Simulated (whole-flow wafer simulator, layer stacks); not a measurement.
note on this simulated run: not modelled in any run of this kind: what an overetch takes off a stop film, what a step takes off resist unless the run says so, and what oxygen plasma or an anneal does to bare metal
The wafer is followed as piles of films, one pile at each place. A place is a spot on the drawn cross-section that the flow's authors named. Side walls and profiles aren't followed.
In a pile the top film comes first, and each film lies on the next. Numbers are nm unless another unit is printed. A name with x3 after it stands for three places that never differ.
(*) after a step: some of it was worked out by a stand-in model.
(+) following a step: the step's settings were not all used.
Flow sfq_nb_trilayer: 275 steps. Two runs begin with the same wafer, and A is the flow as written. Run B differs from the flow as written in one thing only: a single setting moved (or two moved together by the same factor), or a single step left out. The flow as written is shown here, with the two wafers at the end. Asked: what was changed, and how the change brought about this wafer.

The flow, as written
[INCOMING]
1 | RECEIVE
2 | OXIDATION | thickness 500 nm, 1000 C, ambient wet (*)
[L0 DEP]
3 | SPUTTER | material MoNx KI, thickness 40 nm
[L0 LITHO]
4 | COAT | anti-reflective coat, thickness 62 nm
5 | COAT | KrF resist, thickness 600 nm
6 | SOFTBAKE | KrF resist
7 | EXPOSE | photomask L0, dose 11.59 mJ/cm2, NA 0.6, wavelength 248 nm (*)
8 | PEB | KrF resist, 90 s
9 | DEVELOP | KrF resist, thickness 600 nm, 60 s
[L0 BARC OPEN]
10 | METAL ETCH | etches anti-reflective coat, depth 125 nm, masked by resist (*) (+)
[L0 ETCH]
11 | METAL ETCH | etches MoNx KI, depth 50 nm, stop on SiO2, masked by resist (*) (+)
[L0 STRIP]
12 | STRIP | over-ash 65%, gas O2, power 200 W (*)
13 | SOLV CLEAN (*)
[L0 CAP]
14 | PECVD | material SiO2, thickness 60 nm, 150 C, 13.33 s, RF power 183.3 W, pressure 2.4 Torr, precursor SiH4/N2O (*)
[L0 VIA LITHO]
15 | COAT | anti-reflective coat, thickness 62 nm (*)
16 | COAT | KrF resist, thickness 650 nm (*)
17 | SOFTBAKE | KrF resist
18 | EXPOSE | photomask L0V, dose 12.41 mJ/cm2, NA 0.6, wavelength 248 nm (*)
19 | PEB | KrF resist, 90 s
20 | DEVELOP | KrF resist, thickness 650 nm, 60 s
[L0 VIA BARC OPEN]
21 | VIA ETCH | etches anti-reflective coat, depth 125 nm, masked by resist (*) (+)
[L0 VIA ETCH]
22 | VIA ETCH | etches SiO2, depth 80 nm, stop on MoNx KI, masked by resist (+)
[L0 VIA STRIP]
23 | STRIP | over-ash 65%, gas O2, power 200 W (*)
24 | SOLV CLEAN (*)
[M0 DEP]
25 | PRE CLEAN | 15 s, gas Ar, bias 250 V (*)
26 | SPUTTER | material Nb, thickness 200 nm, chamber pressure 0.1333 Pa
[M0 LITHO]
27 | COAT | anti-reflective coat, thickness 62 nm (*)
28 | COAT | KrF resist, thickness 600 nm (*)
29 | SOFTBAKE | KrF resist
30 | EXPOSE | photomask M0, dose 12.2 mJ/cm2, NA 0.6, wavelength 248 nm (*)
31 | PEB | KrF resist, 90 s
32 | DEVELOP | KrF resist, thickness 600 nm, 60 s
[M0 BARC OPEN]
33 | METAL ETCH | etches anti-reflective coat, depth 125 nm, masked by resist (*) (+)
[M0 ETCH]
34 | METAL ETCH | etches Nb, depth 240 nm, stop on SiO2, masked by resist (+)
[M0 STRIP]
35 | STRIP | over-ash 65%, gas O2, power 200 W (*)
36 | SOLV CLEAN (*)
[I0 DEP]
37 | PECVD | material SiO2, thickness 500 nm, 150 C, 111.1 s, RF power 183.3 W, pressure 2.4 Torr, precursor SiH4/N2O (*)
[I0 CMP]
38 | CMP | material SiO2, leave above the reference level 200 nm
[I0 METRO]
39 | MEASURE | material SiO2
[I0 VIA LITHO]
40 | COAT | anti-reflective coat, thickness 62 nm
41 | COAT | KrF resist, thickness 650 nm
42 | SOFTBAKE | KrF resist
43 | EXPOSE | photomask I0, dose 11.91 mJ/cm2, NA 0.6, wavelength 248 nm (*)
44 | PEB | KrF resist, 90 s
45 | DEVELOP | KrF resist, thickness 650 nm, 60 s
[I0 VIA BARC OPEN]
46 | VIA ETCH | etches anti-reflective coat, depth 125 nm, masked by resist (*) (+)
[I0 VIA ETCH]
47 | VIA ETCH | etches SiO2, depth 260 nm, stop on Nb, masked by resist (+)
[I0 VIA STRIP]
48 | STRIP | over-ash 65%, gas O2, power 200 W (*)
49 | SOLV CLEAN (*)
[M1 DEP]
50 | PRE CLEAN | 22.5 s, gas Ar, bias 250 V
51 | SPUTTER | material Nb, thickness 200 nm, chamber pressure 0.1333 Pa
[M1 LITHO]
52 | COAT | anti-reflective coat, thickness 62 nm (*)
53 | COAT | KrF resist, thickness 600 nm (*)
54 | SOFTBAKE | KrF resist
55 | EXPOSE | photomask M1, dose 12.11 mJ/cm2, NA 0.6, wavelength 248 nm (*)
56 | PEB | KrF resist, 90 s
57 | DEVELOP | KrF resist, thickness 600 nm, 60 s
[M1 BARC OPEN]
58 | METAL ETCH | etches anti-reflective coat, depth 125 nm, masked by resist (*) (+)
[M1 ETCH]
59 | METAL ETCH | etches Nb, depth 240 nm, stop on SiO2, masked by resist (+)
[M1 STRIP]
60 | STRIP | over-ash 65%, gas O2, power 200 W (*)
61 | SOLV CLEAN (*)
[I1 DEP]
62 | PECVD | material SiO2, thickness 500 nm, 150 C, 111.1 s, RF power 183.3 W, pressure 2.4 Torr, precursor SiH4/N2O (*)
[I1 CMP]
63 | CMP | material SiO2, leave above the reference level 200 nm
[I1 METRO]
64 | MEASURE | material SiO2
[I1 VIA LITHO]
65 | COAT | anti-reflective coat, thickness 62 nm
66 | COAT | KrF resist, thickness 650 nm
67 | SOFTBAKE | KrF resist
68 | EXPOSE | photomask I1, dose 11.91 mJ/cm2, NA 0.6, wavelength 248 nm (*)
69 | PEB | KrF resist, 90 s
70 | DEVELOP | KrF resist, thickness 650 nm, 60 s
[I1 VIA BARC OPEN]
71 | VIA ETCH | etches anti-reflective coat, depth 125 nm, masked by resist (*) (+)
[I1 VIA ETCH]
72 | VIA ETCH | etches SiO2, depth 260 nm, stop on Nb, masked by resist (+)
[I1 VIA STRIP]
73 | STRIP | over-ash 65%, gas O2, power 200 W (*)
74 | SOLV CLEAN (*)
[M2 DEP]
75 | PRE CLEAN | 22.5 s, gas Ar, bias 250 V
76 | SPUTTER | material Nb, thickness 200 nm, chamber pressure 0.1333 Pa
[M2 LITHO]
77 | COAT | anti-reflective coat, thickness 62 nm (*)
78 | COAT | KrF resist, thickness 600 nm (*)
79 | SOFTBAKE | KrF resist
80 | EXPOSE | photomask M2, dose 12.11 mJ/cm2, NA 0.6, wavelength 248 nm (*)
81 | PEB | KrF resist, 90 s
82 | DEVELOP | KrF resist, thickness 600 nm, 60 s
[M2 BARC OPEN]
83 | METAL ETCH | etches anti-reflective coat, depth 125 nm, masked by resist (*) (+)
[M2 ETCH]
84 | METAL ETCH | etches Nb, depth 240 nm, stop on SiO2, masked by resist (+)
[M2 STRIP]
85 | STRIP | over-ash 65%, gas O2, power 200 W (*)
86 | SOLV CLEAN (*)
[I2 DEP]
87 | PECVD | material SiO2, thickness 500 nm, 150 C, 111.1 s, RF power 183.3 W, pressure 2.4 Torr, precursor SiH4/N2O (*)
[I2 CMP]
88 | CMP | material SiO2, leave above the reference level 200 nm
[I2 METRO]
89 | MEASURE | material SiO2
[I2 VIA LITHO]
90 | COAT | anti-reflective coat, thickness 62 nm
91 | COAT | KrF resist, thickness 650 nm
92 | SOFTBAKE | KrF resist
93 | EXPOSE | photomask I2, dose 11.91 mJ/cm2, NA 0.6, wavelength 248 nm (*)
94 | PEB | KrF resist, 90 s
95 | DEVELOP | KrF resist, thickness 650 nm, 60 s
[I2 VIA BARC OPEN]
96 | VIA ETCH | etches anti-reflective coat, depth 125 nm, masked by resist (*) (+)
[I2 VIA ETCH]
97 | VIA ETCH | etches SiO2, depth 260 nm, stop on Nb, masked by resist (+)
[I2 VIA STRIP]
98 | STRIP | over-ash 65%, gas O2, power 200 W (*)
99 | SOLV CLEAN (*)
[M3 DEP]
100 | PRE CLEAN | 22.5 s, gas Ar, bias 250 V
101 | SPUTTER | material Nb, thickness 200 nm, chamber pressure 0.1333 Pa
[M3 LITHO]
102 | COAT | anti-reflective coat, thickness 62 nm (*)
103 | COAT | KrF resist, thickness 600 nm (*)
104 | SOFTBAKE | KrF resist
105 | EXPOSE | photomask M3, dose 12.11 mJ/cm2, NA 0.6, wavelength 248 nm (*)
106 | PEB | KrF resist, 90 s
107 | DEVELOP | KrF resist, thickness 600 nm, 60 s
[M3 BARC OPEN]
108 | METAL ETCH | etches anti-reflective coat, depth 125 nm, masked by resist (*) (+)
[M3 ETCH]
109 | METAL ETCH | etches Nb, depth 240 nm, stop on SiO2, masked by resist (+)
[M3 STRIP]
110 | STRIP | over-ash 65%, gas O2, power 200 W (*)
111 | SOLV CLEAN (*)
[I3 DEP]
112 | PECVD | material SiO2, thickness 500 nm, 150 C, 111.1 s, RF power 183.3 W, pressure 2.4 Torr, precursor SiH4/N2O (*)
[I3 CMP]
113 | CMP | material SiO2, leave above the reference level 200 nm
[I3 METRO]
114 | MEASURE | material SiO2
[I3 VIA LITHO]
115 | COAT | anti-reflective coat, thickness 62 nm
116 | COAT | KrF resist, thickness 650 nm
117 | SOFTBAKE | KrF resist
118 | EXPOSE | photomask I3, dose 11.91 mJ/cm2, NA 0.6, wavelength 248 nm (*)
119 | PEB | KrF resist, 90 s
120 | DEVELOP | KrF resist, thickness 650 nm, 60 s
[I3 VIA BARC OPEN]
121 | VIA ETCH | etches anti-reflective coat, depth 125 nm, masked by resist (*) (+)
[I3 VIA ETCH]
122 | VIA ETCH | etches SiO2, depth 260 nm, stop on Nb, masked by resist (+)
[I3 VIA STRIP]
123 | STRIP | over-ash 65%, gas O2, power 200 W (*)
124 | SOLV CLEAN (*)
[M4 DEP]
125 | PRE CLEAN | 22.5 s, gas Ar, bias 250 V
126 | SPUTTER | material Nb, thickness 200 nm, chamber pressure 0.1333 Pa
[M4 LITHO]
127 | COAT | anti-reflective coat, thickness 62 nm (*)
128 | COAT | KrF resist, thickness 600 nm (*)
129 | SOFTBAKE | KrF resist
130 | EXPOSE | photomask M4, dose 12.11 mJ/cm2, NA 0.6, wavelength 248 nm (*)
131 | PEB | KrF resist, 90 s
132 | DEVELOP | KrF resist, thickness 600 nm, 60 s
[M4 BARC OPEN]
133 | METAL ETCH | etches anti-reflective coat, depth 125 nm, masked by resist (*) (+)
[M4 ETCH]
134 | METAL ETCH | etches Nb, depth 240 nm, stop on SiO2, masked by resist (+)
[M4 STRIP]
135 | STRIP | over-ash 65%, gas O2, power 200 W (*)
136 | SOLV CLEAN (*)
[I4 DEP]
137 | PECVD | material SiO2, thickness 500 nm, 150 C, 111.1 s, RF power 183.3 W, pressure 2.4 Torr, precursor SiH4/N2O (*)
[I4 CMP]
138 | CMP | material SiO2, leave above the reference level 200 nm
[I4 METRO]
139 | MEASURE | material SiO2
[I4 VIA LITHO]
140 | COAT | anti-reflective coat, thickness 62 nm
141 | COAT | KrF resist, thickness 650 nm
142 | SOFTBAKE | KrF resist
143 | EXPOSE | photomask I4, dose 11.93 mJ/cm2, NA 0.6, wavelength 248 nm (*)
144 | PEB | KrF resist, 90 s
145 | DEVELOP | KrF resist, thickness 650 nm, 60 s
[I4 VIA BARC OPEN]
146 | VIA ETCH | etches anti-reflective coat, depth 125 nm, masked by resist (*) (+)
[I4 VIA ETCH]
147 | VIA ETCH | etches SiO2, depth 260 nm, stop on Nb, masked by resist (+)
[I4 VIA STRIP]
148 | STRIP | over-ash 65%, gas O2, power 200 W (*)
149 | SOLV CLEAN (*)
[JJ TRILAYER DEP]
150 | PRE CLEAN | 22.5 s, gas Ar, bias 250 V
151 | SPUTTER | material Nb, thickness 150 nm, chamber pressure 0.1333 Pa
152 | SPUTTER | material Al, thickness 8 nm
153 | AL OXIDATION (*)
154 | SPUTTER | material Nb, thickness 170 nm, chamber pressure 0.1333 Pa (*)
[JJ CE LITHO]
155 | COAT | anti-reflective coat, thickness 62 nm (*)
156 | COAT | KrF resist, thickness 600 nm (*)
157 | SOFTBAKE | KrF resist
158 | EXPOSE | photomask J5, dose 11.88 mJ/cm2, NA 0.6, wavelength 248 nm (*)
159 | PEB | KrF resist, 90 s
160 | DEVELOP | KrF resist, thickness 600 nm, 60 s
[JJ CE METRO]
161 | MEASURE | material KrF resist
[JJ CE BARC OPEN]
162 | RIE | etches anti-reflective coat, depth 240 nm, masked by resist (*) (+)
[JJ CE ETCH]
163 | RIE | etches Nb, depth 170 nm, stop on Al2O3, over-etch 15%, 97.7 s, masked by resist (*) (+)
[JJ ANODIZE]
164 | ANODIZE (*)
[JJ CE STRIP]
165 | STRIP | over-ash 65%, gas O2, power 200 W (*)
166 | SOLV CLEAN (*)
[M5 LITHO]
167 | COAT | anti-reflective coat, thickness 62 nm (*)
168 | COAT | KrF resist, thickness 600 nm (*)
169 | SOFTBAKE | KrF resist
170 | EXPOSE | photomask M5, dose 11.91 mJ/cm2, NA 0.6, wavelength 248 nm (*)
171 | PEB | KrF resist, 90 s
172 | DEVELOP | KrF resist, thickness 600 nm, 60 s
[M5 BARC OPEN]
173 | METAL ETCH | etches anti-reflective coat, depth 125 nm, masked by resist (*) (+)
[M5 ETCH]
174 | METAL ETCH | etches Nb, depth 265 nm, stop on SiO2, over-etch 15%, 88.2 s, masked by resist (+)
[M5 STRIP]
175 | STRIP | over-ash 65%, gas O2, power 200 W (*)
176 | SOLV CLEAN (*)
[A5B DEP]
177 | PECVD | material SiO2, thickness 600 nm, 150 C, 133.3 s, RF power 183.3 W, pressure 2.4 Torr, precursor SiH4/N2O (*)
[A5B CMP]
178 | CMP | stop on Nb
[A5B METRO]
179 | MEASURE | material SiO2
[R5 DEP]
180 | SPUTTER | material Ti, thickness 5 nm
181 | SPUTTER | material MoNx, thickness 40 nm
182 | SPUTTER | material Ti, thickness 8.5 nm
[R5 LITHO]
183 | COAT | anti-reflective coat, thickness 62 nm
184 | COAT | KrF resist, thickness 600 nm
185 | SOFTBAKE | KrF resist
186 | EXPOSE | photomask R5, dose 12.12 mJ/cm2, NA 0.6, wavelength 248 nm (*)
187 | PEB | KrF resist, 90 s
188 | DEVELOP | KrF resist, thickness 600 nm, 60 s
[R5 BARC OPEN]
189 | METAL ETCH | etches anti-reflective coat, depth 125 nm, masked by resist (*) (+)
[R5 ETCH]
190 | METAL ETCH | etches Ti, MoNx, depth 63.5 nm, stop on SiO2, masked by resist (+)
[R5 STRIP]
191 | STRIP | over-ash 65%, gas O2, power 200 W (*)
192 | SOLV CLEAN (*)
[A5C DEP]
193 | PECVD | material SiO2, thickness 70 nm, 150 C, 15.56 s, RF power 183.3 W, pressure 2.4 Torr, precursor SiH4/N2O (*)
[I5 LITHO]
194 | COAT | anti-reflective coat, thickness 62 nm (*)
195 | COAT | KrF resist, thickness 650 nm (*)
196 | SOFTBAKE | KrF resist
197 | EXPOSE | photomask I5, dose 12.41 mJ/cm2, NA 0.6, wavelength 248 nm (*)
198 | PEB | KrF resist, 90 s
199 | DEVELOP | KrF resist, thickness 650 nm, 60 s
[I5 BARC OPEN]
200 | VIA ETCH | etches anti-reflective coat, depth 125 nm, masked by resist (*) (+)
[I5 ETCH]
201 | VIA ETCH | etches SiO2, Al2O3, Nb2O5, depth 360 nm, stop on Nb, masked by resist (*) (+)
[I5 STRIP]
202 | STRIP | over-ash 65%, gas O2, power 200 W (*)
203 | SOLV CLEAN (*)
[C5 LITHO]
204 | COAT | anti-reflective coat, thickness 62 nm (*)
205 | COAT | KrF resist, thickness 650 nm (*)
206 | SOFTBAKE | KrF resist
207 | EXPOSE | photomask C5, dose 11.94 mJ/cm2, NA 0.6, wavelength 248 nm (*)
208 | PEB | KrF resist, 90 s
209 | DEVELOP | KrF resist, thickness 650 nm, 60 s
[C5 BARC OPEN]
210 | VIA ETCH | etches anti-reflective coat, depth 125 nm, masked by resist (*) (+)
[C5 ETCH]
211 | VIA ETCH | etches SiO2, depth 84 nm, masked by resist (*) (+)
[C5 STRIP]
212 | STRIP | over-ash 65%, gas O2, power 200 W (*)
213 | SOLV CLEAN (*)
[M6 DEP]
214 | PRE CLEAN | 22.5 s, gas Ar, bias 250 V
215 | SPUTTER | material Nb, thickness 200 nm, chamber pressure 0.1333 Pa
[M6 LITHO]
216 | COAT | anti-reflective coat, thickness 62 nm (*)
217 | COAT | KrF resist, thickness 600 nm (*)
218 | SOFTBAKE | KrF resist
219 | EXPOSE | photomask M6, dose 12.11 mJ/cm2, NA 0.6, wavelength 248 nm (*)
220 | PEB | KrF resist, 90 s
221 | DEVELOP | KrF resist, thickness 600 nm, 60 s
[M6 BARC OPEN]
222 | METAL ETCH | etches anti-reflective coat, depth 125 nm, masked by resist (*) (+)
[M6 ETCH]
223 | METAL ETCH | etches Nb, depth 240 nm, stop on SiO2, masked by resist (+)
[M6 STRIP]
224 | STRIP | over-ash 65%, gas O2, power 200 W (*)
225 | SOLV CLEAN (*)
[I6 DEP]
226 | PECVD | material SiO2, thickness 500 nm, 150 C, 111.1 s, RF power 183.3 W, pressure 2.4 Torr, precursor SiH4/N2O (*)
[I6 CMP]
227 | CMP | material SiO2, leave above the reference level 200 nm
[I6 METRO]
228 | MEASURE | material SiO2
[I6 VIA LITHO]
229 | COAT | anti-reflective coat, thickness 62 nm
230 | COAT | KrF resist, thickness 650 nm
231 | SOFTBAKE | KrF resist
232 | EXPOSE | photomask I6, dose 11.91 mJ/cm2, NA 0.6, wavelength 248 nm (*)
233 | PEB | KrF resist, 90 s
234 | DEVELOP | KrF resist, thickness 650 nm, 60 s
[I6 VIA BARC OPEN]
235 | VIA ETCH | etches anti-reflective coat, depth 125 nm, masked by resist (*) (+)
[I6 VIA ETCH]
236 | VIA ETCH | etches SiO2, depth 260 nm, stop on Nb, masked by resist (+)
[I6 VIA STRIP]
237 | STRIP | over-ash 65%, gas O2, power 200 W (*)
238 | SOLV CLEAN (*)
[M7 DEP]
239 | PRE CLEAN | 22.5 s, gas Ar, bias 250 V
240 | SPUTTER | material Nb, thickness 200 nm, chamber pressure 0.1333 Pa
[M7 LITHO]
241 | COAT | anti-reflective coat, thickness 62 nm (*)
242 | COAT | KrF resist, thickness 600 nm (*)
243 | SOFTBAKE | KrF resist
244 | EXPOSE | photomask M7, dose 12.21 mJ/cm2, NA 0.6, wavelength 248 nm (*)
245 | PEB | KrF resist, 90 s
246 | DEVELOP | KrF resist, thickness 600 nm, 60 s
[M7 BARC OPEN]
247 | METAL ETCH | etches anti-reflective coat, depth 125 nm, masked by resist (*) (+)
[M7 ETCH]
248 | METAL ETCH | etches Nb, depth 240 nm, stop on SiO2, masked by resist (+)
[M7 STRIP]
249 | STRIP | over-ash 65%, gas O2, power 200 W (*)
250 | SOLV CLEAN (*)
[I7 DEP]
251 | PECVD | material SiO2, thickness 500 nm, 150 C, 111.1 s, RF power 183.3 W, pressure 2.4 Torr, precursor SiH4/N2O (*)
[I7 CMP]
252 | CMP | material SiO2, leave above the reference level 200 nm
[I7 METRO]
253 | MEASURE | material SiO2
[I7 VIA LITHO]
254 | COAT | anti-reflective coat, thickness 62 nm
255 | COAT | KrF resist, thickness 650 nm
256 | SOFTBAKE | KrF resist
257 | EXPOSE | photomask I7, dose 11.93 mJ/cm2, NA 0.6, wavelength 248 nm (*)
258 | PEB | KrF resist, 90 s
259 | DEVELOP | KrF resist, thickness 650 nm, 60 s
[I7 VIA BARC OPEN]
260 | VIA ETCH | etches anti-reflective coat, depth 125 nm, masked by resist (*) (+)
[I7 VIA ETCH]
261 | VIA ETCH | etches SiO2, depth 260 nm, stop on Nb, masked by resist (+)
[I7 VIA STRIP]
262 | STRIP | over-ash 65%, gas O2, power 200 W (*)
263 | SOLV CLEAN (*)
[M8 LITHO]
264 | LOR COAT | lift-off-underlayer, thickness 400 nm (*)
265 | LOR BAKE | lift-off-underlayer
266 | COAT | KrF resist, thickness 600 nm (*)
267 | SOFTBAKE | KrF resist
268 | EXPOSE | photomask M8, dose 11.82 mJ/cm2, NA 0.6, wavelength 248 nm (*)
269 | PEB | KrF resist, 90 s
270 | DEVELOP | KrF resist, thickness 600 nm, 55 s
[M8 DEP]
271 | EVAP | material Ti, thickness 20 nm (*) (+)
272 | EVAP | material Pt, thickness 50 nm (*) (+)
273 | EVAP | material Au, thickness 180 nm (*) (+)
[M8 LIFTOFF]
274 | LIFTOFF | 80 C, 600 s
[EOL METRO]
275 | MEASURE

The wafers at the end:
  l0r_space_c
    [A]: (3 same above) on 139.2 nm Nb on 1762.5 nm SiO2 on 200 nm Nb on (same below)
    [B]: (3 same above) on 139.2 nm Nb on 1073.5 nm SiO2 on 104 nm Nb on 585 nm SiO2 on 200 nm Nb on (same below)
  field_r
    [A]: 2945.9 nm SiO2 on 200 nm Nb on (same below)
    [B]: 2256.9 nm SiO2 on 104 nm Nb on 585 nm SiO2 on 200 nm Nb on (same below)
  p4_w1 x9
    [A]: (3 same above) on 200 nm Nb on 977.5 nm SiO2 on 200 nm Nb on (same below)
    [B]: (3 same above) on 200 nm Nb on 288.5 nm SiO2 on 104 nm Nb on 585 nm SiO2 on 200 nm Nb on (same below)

What caused this: step 84, METAL ETCH: depth 96 nm was run, though the flow has depth 240 nm.

The path from the change to this, step by step:
  84 | METAL ETCH | etches Nb, depth 240 nm, stop on SiO2, masked by resist (+)
      field_l, be, be_sur and 81 more: A Nb loses 200 (all of it) | B Nb loses 96
      v_sur, via_wl, via_w and 19 more: A KrF resist loses 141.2 | B KrF resist loses 56.5
  85 | STRIP | over-ash 65%, gas O2, power 200 W (*)
      wl_j_sl, wl_jj, wl_j_sr and 12 more: A KrF resist loses 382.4 (all of it), anti-reflective coat loses 62 (all of it) | B KrF resist loses 467.1 (all of it), anti-reflective coat loses 62 (all of it)
      v_sur: A KrF resist loses 380 (all of it), anti-reflective coat loses 61.4 (all of it) | B KrF resist loses 464.7 (all of it), anti-reflective coat loses 61.4 (all of it)
      (and at 6 other places as well)
  87 | PECVD | material SiO2, thickness 500 nm, 150 C, 111.1 s, RF power 183.3 W, pressure 2.4 Torr, precursor SiH4/N2O (*)
      field_l, be, be_sur and 81 more: A SiO2 gains 500 | B SiO2 gains 500 (new film)
  88 | CMP | material SiO2, leave above the reference level 200 nm
      field_l, be, be_sur and 81 more: A SiO2 loses 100 | B SiO2 loses 204
With metal films that touch counted as one body, l0r_space_c has 3 bodies (between them, from the top down: SiO2 1073.5; SiO2 585); the flow as written gives 2 bodies (between them, from the top down: SiO2 1762.5).
With metal films that touch counted as one body, field_r has 2 bodies (between them, from the top down: SiO2 585); the flow as written gives 1 body.
With metal films that touch counted as one body, p4_w1 x9 has 4 bodies (between them, from the top down: SiO2 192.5; SiO2 288.5; SiO2 585); the flow as written gives 3 bodies (between them, from the top down: SiO2 192.5; SiO2 977.5).
